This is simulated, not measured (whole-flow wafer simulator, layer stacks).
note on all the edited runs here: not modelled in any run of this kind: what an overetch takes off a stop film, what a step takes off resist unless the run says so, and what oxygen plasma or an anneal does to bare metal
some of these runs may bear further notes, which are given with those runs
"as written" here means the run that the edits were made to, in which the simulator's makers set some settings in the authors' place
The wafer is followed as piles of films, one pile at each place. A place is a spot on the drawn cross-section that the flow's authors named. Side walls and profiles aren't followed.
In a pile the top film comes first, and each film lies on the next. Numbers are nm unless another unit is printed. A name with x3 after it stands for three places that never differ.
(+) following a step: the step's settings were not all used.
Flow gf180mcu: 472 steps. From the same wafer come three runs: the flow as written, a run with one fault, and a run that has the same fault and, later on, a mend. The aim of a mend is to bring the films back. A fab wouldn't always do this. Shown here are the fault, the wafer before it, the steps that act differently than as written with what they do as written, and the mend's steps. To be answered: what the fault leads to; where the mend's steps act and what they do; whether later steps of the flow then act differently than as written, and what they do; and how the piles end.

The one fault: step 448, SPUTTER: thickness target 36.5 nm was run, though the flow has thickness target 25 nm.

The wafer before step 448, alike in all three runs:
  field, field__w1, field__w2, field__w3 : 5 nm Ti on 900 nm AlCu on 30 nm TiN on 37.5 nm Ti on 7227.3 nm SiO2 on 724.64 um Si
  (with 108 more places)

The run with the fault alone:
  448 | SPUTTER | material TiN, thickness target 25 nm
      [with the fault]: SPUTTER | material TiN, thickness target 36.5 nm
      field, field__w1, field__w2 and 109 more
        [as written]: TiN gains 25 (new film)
        [with the fault]: TiN gains 36.5 (new film)
  Later steps of the flow acting differently than as written (not shown: 4 more steps that differ only slightly, by at most 2% or 0.5 nm, whichever is larger):
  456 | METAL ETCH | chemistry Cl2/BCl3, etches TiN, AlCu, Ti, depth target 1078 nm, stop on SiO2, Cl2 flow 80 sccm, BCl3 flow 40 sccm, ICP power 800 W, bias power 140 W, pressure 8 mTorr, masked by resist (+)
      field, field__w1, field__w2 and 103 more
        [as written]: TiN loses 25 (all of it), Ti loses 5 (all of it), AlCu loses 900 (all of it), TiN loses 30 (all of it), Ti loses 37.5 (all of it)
        [with the fault]: TiN loses 36.5 (all of it), Ti loses 5 (all of it), AlCu loses 900 (all of it), TiN loses 30 (all of it), Ti loses 37.5 (all of it)
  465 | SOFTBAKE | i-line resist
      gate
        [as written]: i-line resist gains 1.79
        [with the fault]: i-line resist loses 0.28
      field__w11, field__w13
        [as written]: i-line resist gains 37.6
        [with the fault]: i-line resist gains 31.5
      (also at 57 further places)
  The piles end different from the flow's at field__w8, contact, m1, m1__w1, pad, m1_nw by more than 2% or 0.5 nm, whichever is larger.
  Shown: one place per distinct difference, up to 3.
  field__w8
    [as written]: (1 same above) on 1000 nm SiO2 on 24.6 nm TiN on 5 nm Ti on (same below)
    [with the fault]: (1 same above) on 1000 nm SiO2 on 36.1 nm TiN on 5 nm Ti on (same below)
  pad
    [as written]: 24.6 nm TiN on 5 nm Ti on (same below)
    [with the fault]: 36.1 nm TiN on 5 nm Ti on (same below)

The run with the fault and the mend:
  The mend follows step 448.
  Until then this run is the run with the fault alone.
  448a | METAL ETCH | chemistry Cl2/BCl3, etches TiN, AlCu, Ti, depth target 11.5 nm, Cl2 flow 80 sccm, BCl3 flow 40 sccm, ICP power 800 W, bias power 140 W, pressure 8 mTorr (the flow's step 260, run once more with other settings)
      field, field__w1, field__w2 and 109 more
        TiN loses 11.5
  None of the later steps of the flow acts differently than as written at any place that is followed.
  The piles end the same as the flow's at every place that both follow.
